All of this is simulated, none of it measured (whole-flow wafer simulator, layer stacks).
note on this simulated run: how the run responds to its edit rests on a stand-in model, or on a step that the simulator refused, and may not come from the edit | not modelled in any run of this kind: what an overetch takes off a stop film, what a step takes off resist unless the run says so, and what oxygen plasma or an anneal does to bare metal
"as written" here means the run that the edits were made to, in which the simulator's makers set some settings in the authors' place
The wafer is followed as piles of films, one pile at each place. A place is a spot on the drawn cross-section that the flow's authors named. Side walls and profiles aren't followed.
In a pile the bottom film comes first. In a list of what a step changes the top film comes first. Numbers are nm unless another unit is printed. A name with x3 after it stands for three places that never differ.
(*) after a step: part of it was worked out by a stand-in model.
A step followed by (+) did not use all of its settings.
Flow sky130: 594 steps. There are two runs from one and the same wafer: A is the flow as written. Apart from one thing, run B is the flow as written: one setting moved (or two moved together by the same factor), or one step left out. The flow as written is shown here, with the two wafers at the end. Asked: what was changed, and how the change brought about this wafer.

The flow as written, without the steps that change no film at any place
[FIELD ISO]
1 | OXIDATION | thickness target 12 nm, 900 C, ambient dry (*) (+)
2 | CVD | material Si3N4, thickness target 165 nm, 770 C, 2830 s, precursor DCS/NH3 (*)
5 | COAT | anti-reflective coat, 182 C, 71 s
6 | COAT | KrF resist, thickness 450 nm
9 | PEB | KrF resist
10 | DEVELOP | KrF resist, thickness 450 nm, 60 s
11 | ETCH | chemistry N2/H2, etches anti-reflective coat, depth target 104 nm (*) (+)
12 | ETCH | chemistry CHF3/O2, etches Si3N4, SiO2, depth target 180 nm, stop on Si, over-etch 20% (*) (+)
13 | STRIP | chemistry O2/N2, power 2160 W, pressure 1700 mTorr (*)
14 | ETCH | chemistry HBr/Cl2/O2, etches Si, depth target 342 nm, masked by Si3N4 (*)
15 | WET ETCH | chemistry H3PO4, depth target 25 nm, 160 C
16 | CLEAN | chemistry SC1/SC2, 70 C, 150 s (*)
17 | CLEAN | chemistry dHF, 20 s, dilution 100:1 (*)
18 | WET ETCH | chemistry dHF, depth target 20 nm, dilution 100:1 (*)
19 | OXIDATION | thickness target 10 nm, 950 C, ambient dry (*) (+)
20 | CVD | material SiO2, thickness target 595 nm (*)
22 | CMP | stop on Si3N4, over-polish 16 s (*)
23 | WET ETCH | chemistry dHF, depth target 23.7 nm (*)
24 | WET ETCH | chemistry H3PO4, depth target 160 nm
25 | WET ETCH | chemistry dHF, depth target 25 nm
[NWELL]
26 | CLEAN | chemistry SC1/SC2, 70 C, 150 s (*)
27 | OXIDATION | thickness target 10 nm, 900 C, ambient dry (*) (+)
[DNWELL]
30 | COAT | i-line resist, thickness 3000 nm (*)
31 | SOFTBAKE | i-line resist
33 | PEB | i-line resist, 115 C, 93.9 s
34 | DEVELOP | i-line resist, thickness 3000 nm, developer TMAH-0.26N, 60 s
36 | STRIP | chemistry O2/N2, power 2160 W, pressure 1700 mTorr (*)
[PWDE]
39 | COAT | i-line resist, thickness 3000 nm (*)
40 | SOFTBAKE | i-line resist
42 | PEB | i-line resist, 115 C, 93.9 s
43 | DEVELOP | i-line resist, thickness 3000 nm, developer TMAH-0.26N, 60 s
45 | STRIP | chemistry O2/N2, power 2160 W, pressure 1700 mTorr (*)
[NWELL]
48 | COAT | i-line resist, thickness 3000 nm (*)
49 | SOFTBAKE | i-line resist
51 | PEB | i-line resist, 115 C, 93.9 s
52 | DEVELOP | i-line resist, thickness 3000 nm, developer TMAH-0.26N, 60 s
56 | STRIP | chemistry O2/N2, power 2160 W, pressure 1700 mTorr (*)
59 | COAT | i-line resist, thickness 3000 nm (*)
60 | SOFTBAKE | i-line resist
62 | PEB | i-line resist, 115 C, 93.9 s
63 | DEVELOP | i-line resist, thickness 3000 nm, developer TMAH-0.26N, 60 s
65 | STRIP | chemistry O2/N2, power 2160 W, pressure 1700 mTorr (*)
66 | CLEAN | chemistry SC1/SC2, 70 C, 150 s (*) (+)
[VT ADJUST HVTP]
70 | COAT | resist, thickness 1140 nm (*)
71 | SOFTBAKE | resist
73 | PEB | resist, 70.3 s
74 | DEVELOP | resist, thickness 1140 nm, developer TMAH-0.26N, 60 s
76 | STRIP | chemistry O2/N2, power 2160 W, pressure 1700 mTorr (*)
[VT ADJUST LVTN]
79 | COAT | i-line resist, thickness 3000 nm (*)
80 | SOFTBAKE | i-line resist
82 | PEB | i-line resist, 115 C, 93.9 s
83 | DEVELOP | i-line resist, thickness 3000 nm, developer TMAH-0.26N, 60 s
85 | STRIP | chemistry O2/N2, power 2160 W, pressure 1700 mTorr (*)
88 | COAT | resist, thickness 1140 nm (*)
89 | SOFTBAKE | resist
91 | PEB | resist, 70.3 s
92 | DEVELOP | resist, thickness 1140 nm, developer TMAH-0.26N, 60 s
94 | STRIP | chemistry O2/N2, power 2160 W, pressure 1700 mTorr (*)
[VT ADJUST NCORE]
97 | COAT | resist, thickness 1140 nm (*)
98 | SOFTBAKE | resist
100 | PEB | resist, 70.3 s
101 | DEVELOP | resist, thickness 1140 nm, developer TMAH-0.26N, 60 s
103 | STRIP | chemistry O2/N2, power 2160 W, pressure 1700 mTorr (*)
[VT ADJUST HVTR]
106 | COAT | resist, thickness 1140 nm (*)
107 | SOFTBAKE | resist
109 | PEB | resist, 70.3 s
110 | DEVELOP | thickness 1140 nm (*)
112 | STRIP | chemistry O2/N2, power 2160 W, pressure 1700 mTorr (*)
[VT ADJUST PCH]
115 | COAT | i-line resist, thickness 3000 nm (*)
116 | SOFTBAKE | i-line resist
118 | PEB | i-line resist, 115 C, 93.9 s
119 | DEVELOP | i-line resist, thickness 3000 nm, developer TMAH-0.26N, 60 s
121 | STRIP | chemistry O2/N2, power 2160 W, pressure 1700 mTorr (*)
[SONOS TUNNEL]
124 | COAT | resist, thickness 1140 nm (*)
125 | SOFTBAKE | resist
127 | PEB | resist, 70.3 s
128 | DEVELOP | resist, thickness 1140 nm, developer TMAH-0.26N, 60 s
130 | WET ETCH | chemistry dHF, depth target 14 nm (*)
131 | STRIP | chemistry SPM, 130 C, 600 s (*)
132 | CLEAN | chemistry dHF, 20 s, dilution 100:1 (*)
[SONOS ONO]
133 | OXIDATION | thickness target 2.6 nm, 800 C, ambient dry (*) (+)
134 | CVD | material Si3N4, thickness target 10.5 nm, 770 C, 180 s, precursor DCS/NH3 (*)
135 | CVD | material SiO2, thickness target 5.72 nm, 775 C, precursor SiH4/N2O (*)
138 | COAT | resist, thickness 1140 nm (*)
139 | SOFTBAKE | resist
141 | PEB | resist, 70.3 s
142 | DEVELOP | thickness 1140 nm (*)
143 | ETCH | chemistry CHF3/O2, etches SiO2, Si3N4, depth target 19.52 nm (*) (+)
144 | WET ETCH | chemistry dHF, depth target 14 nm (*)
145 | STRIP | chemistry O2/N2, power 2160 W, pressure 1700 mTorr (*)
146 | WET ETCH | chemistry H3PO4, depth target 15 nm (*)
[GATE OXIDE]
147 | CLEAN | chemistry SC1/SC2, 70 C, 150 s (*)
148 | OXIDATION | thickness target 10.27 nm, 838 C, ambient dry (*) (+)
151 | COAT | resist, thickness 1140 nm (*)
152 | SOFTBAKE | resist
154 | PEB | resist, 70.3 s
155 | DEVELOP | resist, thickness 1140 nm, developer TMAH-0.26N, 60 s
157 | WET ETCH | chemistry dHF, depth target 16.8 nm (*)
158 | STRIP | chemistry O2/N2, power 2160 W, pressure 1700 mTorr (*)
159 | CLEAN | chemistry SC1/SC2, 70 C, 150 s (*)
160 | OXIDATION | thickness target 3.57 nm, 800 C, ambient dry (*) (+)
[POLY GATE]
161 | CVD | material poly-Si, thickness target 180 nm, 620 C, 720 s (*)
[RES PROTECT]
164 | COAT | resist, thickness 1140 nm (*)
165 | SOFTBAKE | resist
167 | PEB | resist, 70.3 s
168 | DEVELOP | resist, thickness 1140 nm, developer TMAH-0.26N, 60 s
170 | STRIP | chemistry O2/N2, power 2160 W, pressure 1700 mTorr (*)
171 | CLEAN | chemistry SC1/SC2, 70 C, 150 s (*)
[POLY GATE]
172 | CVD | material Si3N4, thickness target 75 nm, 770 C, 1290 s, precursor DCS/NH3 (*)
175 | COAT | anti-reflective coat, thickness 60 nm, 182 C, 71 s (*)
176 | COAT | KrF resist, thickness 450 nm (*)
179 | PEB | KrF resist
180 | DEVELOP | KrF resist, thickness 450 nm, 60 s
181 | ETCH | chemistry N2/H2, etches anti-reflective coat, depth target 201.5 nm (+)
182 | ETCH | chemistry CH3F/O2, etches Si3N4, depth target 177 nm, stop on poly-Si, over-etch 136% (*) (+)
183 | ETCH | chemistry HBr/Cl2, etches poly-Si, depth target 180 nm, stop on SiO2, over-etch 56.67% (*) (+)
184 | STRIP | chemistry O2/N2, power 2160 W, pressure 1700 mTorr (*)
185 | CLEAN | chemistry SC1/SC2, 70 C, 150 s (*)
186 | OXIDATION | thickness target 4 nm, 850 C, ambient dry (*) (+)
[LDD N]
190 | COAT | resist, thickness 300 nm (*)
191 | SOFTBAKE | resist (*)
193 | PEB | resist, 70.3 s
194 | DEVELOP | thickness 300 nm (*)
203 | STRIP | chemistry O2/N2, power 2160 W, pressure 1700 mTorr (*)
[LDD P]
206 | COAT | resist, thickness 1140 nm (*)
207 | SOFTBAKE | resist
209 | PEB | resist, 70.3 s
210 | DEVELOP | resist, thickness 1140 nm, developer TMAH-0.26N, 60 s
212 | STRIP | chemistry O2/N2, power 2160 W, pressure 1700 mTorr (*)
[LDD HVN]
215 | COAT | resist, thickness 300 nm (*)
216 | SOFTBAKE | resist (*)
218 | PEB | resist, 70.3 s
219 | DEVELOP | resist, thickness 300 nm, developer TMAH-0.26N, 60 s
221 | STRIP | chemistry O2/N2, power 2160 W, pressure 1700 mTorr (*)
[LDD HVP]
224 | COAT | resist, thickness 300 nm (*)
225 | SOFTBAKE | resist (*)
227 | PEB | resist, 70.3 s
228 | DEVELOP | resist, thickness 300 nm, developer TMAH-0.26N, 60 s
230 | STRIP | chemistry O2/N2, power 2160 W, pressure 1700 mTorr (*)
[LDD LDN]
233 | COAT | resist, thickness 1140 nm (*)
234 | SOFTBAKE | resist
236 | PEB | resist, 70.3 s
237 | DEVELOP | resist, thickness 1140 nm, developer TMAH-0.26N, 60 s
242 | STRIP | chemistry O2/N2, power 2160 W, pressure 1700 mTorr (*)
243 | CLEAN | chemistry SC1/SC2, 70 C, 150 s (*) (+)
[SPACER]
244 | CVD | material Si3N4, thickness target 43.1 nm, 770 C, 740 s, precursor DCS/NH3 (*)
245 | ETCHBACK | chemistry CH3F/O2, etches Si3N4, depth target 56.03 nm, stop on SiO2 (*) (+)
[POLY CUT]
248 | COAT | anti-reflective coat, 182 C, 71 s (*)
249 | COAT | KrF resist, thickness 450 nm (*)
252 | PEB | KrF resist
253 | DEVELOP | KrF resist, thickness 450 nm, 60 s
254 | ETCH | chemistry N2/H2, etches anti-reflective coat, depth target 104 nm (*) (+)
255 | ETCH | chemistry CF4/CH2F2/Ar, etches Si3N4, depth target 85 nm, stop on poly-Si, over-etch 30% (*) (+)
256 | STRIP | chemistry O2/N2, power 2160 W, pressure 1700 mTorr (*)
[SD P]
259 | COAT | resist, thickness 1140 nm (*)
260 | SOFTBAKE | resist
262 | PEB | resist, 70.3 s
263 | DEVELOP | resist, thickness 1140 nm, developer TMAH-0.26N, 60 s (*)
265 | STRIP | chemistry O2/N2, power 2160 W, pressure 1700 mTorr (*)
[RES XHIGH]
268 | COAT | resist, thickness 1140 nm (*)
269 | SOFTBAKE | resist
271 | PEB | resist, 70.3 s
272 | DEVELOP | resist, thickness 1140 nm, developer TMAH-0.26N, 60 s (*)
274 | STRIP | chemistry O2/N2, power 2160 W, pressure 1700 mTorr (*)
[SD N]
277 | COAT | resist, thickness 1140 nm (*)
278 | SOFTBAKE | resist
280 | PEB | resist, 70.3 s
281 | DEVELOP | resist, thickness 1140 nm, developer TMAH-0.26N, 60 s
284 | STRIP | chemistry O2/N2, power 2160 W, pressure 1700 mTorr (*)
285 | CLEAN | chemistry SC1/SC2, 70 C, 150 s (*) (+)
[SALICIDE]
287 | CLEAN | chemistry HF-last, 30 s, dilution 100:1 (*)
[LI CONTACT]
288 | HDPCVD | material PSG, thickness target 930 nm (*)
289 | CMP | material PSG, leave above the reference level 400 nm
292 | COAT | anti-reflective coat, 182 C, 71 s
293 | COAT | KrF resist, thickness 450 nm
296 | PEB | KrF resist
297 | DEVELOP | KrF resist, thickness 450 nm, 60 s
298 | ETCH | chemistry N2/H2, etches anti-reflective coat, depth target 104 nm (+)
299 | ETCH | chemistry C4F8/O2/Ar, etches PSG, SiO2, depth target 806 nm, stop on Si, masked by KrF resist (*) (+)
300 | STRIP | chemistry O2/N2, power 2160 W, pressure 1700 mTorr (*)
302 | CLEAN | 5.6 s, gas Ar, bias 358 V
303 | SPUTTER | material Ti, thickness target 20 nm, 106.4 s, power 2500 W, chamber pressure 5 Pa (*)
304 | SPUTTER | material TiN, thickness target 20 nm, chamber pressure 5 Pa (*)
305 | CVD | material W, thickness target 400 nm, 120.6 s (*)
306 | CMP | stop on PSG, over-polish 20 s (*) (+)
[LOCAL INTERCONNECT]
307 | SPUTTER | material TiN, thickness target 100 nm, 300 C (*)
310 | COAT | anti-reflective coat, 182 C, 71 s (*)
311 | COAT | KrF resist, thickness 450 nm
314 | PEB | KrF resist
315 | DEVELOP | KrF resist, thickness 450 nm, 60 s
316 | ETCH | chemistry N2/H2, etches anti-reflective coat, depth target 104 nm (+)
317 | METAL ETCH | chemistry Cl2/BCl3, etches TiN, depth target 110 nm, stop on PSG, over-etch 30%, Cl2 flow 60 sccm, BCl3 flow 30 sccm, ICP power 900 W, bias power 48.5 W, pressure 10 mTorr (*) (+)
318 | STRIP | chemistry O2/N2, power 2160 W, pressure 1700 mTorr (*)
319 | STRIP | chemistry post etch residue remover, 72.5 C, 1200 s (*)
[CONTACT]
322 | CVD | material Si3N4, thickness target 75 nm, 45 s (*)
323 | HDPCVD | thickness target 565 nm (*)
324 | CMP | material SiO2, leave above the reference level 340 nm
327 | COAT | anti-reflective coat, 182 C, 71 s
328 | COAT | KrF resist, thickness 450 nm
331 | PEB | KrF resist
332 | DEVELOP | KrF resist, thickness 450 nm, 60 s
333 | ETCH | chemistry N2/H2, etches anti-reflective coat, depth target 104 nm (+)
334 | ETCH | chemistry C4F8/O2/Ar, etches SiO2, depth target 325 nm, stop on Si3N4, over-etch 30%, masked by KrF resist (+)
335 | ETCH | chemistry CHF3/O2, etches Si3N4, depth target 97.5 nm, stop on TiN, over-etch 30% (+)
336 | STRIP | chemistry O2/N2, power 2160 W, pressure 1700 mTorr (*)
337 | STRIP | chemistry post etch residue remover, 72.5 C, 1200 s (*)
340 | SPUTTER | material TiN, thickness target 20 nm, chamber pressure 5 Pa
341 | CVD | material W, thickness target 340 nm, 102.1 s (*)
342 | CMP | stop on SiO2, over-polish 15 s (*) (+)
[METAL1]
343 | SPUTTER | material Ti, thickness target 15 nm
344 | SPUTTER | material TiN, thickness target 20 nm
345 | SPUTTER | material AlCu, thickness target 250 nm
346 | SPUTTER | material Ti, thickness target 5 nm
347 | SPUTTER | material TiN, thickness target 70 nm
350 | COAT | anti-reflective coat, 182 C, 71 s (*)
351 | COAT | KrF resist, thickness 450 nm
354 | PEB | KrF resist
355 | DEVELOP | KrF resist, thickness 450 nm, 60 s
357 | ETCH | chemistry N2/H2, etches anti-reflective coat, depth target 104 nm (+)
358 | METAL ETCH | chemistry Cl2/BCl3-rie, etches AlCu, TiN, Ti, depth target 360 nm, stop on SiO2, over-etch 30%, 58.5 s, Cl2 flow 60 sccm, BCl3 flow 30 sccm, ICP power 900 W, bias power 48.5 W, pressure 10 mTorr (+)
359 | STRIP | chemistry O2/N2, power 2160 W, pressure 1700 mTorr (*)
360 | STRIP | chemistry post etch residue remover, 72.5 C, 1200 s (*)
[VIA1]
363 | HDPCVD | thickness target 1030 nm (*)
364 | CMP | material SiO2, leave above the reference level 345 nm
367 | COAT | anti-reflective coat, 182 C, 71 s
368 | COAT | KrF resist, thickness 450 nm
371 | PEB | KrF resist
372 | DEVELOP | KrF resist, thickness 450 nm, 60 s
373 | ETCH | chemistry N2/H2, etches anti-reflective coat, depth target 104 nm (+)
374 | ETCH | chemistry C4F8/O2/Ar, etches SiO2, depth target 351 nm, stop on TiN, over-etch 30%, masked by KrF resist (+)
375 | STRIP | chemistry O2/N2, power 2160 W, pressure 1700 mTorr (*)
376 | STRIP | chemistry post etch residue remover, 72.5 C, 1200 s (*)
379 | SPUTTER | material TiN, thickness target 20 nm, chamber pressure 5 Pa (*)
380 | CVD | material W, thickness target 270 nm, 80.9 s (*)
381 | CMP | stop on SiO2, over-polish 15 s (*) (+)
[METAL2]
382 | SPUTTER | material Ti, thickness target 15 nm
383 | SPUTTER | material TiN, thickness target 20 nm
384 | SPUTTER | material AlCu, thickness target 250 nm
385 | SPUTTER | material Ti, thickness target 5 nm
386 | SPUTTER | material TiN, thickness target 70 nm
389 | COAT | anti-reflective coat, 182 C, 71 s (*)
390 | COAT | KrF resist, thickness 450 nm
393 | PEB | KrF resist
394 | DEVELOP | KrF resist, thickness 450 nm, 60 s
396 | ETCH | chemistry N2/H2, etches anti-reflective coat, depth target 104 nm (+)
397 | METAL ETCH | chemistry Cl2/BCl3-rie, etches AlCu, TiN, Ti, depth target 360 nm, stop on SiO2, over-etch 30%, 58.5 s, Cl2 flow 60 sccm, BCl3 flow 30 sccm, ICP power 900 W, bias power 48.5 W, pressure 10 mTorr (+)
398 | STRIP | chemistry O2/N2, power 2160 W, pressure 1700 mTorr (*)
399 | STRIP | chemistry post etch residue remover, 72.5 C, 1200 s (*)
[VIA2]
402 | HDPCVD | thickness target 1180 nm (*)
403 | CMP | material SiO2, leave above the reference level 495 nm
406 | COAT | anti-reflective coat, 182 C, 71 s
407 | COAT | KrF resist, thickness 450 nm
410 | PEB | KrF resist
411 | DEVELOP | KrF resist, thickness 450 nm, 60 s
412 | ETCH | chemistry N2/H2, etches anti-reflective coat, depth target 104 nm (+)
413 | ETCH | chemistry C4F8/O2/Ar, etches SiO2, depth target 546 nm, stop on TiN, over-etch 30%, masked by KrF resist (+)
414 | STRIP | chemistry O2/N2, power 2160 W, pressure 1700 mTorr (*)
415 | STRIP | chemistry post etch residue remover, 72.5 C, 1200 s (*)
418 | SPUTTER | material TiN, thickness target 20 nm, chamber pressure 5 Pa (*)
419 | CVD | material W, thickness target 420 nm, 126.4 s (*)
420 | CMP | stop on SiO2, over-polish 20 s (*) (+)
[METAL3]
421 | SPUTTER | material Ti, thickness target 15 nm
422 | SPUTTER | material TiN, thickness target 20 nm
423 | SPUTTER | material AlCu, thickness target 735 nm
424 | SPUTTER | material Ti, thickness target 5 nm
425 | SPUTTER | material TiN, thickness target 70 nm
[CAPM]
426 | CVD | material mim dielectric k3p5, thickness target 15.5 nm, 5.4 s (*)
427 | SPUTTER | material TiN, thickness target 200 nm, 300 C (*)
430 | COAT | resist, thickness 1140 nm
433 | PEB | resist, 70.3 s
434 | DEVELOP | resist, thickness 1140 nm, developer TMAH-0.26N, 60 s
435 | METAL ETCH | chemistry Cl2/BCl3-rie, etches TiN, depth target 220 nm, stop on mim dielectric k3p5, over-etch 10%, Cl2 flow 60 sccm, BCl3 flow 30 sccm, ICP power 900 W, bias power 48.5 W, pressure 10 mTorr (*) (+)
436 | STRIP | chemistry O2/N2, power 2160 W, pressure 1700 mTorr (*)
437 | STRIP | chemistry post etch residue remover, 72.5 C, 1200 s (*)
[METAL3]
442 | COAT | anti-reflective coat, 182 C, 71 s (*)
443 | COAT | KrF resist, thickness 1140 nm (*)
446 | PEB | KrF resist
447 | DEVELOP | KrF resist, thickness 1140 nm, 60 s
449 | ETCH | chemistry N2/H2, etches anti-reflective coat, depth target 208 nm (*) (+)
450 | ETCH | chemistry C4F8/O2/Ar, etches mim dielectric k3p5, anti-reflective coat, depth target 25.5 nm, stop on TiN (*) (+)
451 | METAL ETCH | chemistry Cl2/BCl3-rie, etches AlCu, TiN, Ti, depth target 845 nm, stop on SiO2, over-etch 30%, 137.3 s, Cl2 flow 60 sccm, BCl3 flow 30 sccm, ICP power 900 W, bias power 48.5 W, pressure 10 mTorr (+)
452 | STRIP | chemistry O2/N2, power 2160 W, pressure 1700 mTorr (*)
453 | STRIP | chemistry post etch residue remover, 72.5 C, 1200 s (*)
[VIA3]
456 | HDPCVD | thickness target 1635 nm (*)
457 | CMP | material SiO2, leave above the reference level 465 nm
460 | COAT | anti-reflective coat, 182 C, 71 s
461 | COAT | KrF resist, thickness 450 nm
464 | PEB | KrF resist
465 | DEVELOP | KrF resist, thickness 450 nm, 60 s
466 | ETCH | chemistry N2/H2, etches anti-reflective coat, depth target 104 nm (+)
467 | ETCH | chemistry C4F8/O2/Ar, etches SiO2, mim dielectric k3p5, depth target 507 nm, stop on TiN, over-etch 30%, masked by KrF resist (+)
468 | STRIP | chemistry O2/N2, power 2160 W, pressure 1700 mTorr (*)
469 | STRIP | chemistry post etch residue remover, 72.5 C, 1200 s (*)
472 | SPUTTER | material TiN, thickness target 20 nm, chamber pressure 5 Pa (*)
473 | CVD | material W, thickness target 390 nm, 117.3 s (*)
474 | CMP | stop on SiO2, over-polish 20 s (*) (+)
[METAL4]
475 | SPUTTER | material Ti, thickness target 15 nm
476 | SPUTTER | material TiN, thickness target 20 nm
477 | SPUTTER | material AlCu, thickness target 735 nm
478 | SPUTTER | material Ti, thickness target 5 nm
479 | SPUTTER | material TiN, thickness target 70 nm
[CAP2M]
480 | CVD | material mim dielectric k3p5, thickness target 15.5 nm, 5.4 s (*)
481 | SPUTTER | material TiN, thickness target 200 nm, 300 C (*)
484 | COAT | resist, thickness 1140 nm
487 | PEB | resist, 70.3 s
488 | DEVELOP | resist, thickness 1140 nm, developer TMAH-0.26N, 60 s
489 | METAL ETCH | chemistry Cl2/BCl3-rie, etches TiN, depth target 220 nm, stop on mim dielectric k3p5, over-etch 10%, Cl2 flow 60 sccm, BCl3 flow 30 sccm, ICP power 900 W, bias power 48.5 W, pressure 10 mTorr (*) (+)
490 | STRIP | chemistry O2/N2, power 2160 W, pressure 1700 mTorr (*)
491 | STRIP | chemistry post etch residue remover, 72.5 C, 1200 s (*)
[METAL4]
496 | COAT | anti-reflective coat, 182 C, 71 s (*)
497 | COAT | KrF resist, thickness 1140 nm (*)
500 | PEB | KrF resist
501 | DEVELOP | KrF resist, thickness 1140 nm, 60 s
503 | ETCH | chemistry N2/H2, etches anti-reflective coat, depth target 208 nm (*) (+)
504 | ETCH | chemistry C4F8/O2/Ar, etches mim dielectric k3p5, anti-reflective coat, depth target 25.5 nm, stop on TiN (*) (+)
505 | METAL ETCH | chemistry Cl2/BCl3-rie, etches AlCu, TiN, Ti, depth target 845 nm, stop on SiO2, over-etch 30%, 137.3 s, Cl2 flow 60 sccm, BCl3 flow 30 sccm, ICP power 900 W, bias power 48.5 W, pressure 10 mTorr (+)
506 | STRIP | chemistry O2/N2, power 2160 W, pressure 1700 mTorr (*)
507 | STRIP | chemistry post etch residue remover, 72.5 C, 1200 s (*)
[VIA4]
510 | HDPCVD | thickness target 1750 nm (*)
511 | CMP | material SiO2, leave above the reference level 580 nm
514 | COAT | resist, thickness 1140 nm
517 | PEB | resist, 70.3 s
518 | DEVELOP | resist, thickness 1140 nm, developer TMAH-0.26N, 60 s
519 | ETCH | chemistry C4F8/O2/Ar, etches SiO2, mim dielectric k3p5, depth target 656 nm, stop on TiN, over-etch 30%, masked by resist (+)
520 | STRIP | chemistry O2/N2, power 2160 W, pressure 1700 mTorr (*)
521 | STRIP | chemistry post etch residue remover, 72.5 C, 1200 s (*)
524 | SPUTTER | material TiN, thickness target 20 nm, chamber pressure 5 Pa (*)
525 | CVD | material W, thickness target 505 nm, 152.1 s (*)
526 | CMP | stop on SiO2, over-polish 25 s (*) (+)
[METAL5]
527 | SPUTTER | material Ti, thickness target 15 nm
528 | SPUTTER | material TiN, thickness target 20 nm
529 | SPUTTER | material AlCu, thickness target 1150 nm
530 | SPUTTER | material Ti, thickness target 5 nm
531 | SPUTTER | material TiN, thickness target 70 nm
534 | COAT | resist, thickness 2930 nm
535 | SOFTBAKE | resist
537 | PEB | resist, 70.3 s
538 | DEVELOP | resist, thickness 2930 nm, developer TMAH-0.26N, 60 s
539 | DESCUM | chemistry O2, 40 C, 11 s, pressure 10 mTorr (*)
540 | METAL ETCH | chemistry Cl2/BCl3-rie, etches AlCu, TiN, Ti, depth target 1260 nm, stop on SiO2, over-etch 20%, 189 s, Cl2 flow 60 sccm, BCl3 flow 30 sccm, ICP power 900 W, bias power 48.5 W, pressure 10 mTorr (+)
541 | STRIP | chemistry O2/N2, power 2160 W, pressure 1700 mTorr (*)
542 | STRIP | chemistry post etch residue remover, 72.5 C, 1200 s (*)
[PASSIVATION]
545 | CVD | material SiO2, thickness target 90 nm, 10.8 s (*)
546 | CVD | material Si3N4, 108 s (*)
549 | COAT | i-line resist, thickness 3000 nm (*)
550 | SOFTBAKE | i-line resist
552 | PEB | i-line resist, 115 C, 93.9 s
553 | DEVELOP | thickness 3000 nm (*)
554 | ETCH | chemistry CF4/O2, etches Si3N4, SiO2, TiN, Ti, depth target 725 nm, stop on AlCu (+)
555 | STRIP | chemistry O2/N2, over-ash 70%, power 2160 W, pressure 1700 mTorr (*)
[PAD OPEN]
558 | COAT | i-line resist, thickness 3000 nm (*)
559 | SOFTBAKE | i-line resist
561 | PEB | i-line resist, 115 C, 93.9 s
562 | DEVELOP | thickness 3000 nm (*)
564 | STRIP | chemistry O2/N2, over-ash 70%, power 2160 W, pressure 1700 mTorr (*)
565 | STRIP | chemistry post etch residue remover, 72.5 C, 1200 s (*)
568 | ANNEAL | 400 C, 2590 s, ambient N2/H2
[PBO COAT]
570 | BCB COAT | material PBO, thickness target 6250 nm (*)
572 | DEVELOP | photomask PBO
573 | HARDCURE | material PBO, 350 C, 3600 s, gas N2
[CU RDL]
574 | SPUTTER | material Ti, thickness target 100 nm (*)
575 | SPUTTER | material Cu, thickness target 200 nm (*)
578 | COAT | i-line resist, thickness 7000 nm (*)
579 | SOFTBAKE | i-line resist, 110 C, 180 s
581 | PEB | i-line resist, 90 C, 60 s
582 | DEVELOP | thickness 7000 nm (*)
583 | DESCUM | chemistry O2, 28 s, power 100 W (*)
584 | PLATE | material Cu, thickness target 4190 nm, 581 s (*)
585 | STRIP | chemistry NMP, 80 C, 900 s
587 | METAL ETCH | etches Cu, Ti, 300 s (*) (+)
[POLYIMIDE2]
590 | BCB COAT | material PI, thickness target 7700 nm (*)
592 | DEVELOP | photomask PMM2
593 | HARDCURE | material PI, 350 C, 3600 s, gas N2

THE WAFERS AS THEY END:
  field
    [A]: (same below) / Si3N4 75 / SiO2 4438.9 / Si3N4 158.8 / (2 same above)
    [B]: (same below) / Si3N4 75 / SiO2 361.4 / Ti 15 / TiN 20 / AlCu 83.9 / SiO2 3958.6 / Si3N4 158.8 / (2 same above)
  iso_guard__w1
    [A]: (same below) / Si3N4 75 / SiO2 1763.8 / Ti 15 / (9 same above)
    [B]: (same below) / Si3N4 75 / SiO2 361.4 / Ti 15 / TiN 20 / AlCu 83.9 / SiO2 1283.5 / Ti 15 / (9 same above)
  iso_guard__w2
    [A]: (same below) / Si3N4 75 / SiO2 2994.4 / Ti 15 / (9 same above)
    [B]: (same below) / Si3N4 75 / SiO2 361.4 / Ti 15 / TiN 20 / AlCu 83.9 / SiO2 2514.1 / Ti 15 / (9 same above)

What caused this: step 358, METAL ETCH: depth target 180 nm was run, though the flow has depth target 360 nm; step 358, METAL ETCH: 29.2 s was run, where the flow has 58.5 s.

The path from the change to this, step by step:
  358 | METAL ETCH | chemistry Cl2/BCl3-rie, etches AlCu, TiN, Ti, depth target 360 nm, stop on SiO2, over-etch 30%, 58.5 s, Cl2 flow 60 sccm, BCl3 flow 30 sccm, ICP power 900 W, bias power 48.5 W, pressure 10 mTorr (+)
      field, active, gate and 81 more: A -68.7 TiN (all of it), -5 Ti (all of it), -250 AlCu (all of it), -20 TiN (all of it), -15 Ti (all of it), -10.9 SiO2 | B -68.7 TiN (all of it), -5 Ti (all of it), -160.3 AlCu
      n_well, p_well, gate_hv and 104 more: A -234 KrF resist | B -117 KrF resist
  359 | STRIP | chemistry O2/N2, power 2160 W, pressure 1700 mTorr (*)
      n_well, p_well, gate_hv and 100 more: A -143.8 KrF resist (all of it), -80 anti-reflective coat (all of it) | B -260.8 KrF resist (all of it), -80 anti-reflective coat (all of it)
      poly_licon, ndiff_licon, ndiff_licon_cpp, rpo_hd_licon: A -143.9 KrF resist (all of it), -80.5 anti-reflective coat (all of it) | B -260.9 KrF resist (all of it), -80.5 anti-reflective coat (all of it)
  360 | STRIP | chemistry post etch residue remover, 72.5 C, 1200 s (*)
      field, active, gate and 81 more: A nothing | B -5.72 AlCu
  363 | HDPCVD | thickness target 1030 nm (*)
      field, active, gate and 81 more: A +1030 SiO2 | B +1030 SiO2 (new film)
  364 | CMP | material SiO2, leave above the reference level 345 nm
      field, active, gate and 81 more: A -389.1 SiO2 | B -518.9 SiO2
If metal films that touch count as one body, field has 1 body; the flow as written gives 0 bodies.
If metal films that touch count as one body, iso_guard__w1 has 2 bodies (between them, from the top down: SiO2 1283.5); the flow as written gives 1 body.
If metal films that touch count as one body, iso_guard__w2 has 2 bodies (between them, from the top down: SiO2 2514.1); the flow as written gives 1 body.
